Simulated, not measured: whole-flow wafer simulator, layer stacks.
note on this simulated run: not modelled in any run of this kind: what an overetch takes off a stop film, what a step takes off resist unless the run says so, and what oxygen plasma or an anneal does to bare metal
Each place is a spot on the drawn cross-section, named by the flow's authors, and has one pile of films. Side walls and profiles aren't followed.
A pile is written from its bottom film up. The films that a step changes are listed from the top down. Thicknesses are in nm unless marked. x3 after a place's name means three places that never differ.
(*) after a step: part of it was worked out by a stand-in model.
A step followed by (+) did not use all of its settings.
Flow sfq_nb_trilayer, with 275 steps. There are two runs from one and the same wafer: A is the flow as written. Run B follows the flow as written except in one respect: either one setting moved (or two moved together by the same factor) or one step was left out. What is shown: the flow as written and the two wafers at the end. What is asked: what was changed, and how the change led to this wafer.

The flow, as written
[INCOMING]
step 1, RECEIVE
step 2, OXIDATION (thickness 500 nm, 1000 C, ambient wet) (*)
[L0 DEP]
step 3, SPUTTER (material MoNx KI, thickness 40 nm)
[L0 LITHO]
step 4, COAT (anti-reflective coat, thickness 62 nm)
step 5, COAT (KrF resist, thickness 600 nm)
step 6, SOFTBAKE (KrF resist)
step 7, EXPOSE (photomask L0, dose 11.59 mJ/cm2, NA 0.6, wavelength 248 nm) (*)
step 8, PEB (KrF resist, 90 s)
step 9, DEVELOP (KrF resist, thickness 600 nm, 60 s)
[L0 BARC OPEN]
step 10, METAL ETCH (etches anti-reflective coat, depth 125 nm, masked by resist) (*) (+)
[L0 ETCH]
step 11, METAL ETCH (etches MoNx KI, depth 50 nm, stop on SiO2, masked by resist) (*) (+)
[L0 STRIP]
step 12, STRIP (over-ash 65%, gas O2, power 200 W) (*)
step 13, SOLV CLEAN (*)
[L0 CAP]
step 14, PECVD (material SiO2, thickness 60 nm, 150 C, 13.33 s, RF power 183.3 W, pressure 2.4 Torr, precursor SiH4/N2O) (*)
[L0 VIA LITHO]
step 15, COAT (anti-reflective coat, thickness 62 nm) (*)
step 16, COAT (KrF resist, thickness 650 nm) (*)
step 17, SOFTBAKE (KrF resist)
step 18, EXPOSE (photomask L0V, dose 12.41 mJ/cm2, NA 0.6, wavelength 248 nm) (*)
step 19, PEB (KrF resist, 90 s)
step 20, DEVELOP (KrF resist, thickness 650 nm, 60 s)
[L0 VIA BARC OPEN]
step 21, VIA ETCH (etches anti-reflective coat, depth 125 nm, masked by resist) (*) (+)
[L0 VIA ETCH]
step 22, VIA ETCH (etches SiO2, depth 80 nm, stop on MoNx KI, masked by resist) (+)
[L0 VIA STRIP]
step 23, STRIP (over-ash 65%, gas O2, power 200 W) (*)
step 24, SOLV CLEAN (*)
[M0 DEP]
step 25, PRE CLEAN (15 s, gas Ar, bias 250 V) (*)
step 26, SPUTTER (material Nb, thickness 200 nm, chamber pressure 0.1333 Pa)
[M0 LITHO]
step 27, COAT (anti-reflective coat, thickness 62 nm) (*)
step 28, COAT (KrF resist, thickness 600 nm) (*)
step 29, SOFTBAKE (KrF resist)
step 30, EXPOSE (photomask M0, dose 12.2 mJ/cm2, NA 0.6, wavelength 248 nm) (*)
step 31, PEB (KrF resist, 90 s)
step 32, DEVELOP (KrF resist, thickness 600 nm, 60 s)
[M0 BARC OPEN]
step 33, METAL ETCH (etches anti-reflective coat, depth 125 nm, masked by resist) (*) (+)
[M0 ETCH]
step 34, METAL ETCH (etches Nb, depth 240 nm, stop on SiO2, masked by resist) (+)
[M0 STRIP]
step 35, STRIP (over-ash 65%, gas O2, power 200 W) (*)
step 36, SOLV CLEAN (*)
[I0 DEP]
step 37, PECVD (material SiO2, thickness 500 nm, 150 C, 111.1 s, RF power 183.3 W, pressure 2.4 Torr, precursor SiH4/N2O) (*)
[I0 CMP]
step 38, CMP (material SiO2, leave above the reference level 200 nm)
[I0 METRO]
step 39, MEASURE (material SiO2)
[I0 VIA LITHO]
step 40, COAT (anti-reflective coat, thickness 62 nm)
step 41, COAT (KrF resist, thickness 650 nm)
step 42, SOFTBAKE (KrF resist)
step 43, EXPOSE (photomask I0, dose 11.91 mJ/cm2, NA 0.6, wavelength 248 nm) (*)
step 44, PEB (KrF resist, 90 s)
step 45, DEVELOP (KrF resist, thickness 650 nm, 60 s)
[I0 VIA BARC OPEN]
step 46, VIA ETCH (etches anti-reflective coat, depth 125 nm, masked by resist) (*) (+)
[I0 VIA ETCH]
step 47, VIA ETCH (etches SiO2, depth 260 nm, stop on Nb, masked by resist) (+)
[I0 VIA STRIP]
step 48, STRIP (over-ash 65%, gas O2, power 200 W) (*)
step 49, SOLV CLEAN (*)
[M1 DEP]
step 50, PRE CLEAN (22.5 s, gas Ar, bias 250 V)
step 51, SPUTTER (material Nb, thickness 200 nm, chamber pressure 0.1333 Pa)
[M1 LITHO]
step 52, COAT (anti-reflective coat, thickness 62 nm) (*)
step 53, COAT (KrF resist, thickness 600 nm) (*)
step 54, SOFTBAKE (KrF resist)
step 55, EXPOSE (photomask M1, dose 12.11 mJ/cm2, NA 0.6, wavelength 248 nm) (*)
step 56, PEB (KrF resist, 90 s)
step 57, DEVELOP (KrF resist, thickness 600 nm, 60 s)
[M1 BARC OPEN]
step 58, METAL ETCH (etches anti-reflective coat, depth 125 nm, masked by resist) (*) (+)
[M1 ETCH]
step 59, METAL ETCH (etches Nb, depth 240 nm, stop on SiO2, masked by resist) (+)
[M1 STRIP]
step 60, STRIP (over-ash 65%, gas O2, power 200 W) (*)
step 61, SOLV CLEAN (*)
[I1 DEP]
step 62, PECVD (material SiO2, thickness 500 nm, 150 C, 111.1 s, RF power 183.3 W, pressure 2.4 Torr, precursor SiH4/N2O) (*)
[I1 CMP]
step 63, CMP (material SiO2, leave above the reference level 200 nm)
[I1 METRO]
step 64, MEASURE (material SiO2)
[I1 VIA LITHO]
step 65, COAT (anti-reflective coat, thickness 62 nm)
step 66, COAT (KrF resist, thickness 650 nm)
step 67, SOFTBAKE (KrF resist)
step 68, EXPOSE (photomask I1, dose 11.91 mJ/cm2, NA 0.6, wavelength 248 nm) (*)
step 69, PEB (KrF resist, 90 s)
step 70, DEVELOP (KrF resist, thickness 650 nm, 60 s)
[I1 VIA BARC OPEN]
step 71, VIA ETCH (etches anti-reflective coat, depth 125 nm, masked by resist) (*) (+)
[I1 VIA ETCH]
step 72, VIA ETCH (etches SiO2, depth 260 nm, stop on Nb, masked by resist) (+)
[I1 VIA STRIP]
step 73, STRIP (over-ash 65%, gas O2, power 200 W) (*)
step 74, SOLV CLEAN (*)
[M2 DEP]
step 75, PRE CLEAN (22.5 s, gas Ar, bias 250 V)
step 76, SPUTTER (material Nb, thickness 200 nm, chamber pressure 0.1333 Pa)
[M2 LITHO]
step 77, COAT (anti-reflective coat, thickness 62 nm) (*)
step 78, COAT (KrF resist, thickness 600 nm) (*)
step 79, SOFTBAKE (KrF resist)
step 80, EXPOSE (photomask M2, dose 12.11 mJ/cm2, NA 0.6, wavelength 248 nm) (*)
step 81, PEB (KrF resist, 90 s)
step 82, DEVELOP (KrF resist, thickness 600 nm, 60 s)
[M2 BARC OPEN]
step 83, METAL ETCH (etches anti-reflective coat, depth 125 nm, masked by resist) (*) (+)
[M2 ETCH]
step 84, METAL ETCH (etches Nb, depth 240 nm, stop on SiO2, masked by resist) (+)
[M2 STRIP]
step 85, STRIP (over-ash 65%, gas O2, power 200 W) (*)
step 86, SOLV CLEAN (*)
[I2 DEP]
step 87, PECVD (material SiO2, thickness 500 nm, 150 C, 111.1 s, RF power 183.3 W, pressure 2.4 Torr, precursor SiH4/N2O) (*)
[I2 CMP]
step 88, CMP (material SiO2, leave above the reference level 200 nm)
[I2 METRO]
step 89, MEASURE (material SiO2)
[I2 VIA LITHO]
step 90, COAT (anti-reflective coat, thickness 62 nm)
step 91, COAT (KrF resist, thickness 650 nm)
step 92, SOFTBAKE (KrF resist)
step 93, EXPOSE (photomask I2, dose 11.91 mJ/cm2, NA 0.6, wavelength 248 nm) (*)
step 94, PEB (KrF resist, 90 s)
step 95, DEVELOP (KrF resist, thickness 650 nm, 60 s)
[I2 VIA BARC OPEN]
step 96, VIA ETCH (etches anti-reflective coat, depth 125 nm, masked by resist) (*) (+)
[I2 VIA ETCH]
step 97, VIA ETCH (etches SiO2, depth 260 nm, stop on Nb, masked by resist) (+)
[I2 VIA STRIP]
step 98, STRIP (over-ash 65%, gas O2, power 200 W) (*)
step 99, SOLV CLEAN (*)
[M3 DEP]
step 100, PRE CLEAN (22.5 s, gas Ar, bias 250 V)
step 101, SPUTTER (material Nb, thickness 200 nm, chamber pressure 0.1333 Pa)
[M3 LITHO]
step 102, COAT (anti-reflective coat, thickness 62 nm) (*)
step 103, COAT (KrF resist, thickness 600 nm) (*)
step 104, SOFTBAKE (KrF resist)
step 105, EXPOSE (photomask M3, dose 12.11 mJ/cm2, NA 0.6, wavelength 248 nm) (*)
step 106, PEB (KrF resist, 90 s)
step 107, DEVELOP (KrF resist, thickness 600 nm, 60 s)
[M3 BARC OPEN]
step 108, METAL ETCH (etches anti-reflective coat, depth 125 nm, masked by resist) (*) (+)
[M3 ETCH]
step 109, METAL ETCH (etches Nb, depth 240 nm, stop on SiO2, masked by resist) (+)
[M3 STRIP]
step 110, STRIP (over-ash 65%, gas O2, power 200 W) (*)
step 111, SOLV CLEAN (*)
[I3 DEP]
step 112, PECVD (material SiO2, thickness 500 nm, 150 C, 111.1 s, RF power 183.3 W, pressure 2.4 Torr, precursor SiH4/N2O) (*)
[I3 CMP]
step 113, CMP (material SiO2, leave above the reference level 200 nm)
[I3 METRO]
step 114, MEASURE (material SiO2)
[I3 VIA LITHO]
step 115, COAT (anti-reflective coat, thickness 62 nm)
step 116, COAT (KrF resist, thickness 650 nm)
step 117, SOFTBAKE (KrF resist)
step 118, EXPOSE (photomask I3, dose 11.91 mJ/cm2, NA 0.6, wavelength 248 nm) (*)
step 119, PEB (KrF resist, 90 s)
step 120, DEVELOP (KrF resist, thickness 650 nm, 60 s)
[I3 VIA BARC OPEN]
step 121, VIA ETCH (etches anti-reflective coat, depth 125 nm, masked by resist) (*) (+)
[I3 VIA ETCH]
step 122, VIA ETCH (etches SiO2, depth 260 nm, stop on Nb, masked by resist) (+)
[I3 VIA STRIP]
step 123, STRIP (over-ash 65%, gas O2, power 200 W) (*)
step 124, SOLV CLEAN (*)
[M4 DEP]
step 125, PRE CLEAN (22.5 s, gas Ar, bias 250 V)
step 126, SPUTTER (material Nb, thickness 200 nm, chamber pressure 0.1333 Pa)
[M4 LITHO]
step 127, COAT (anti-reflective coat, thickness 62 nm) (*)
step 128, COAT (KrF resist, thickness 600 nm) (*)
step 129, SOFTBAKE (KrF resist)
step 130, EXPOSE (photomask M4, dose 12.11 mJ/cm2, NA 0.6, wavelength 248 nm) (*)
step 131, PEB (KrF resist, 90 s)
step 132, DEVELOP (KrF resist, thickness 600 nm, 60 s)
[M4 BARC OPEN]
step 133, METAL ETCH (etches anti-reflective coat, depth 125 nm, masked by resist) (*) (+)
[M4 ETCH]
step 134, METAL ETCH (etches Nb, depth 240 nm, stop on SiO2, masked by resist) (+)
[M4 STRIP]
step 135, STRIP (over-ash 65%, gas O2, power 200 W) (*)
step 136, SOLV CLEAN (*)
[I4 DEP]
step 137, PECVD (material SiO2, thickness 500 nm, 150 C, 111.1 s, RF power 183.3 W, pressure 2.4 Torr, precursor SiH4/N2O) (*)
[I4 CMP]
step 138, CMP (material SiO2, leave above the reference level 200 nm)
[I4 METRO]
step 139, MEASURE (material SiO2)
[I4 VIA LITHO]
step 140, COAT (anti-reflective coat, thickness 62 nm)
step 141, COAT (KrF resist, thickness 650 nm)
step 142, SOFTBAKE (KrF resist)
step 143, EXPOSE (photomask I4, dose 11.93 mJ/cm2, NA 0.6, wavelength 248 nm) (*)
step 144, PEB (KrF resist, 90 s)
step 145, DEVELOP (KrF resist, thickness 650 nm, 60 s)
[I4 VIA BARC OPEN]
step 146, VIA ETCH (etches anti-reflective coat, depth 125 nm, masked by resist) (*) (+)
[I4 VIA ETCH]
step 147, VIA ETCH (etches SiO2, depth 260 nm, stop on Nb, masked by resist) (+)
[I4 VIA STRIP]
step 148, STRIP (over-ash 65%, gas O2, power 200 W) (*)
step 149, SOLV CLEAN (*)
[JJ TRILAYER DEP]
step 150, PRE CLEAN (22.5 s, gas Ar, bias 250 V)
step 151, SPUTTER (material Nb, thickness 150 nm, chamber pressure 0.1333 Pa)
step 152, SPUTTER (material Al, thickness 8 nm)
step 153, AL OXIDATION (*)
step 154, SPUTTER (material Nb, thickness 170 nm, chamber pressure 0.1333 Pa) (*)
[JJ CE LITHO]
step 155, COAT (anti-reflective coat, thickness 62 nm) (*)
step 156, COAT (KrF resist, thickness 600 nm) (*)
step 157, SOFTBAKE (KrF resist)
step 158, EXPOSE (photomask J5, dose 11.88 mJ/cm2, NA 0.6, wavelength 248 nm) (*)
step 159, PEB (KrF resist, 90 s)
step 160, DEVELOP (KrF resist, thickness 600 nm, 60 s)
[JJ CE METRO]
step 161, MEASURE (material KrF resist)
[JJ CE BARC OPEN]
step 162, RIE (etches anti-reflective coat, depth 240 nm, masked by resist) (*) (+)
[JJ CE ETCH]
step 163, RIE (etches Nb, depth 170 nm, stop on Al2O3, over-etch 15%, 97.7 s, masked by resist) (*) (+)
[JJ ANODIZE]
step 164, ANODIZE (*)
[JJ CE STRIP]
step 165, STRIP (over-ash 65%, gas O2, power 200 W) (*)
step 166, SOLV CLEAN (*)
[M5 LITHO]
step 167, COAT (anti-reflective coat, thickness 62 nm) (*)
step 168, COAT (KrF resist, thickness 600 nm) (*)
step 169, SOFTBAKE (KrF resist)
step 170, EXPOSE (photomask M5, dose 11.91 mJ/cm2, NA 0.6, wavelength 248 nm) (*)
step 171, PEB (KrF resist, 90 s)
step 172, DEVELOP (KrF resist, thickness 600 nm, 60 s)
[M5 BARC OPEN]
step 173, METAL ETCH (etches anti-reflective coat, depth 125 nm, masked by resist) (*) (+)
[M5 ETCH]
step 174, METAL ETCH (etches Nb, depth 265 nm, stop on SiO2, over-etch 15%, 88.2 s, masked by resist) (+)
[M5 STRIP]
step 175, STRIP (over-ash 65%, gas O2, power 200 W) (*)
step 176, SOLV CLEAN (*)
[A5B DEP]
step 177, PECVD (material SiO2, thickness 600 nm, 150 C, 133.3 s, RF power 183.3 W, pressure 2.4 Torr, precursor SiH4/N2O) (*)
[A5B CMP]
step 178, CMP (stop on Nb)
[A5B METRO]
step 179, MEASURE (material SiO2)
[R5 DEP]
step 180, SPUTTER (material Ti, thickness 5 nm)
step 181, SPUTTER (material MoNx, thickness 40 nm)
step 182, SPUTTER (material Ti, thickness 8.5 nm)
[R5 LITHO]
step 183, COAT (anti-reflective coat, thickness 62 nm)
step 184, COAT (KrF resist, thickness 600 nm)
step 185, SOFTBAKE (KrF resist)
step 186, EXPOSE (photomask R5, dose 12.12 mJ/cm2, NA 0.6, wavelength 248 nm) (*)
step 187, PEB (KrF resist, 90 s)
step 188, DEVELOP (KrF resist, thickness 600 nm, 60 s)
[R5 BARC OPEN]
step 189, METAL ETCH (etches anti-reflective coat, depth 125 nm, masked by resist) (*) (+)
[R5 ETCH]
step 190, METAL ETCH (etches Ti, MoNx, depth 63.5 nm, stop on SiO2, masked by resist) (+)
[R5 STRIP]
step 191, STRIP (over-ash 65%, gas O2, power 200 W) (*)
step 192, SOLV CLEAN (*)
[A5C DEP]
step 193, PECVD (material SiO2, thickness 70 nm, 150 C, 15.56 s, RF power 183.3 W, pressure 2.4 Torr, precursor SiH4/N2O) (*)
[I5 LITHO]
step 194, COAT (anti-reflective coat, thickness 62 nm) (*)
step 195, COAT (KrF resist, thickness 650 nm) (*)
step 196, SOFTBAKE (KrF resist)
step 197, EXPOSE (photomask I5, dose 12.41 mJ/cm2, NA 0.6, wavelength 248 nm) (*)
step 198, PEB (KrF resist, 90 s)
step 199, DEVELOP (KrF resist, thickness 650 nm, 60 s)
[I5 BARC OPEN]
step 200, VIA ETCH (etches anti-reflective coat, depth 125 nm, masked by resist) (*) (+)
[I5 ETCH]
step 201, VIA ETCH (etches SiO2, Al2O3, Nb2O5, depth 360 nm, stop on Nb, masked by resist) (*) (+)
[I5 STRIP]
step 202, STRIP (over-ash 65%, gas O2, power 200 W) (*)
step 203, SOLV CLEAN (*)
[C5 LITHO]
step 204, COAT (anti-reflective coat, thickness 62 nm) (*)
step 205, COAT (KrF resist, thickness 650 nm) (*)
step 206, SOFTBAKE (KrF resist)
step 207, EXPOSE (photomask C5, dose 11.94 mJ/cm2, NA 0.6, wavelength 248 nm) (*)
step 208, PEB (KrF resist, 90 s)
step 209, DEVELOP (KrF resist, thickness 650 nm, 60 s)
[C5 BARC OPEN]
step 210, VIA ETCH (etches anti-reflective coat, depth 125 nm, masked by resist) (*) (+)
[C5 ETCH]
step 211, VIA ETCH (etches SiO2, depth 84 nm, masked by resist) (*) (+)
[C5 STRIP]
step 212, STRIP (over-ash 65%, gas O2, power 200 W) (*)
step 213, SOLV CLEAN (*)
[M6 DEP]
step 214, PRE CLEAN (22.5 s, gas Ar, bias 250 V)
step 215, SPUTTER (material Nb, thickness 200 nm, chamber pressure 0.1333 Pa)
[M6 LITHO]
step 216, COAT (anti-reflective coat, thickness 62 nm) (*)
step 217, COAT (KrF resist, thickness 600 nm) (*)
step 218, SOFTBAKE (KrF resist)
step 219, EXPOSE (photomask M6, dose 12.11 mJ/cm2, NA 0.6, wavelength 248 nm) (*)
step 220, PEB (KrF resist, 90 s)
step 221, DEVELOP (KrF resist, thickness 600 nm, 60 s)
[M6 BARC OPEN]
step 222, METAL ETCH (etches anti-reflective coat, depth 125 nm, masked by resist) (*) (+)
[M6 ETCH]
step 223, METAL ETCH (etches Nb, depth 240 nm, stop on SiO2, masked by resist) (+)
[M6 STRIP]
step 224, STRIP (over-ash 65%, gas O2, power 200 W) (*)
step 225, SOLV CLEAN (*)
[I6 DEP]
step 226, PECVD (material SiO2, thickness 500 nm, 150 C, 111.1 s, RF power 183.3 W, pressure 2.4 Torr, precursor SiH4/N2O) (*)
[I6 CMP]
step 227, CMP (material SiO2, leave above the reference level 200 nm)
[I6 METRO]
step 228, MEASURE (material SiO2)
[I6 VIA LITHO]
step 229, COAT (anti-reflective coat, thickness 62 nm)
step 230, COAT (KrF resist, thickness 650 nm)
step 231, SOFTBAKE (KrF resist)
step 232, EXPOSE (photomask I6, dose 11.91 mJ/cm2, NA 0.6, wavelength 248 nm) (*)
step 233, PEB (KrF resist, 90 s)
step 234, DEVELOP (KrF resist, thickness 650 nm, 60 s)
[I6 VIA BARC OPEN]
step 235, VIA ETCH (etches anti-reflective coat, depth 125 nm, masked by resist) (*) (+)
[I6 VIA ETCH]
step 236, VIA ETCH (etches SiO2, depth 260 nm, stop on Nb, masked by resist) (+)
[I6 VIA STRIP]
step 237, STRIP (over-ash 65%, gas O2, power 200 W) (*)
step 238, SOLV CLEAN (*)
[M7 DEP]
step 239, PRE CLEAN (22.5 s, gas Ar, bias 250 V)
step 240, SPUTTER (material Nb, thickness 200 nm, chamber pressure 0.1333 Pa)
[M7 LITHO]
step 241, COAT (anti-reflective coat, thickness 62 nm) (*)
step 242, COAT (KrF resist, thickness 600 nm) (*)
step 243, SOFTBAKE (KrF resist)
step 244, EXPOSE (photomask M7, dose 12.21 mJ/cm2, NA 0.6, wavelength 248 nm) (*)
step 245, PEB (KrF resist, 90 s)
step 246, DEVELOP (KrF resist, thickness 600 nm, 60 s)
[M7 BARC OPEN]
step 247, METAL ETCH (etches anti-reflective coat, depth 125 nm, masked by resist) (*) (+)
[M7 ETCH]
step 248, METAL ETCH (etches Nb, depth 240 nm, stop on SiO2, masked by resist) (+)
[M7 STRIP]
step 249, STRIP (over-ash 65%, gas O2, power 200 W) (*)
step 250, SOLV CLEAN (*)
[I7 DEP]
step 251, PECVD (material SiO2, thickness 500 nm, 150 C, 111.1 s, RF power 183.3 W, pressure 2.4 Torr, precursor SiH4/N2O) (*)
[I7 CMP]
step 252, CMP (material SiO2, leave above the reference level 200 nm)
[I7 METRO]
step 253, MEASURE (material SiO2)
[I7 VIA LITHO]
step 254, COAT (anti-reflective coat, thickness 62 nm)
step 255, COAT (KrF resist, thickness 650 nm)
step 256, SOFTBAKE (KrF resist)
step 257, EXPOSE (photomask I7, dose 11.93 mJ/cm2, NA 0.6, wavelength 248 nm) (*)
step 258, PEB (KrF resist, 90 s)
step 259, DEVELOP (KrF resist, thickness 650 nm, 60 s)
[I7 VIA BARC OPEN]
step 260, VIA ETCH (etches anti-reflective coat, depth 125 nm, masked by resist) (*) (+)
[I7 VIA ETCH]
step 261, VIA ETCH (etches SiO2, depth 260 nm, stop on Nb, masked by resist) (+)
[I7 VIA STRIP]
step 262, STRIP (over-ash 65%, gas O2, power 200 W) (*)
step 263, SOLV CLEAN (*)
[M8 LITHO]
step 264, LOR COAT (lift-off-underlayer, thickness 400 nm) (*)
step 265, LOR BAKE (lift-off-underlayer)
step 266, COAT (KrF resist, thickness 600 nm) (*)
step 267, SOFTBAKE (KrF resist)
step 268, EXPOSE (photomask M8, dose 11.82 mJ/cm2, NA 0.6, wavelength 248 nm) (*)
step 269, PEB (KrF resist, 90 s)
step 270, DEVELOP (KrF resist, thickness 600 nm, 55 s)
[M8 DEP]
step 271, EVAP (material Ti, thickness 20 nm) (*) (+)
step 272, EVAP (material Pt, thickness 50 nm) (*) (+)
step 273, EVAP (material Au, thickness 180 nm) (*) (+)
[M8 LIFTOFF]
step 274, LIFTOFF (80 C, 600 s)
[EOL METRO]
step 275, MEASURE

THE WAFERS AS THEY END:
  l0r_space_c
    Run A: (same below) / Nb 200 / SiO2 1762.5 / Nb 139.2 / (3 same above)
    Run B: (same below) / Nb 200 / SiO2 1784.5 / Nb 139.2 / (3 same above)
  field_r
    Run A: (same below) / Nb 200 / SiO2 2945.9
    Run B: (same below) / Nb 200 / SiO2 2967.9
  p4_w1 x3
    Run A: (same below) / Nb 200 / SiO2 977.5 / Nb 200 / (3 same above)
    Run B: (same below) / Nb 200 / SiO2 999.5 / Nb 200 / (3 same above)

What caused this: step 38, CMP: leave above the reference level 222 nm was run, whereas the flow has leave above the reference level 200 nm.

The path from the change to this, step by step:
  step 38, CMP (material SiO2, leave above the reference level 200 nm)
      v_sur, via_wl, via_w and 94 more: A SiO2 loses 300 | B SiO2 loses 278
      field_l, l0_sur, l0r_line_l, l0r_line_c, l0r_line_r: A SiO2 loses 340 | B SiO2 loses 318
      (also at 4 further places)
  step 47, VIA ETCH (etches SiO2, depth 260 nm, stop on Nb, masked by resist) (+)
      via_w: A SiO2 loses 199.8 (all of it) | B SiO2 loses 221.8 (all of it)
  step 51, SPUTTER (material Nb, thickness 200 nm, chamber pressure 0.1333 Pa)
      via_w: A Nb gains 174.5 | B Nb gains 170.4
  step 52, COAT (anti-reflective coat, thickness 62 nm) (*)
      via_w: A anti-reflective coat gains 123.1 (new film) | B anti-reflective coat gains 127.8 (new film)
      via_wr: A anti-reflective coat gains 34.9 (new film) | B anti-reflective coat gains 34.2 (new film)
  step 53, COAT (KrF resist, thickness 600 nm) (*)
      via_w: A KrF resist gains 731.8 (new film) | B KrF resist gains 749.6 (new film)
  step 60, STRIP (over-ash 65%, gas O2, power 200 W) (*)
      via_w: A KrF resist loses 513.8 (all of it), anti-reflective coat loses 123.1 (all of it) | B KrF resist loses 531.6 (all of it), anti-reflective coat loses 127.8 (all of it)
      via_wr: A KrF resist loses 384.4 (all of it), anti-reflective coat loses 34.9 (all of it) | B KrF resist loses 382.4 (all of it), anti-reflective coat loses 34.2 (all of it)
  step 62, PECVD (material SiO2, thickness 500 nm, 150 C, 111.1 s, RF power 183.3 W, pressure 2.4 Torr, precursor SiH4/N2O) (*)
      via_w: A SiO2 gains 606 (new film) | B SiO2 gains 632.1 (new film)
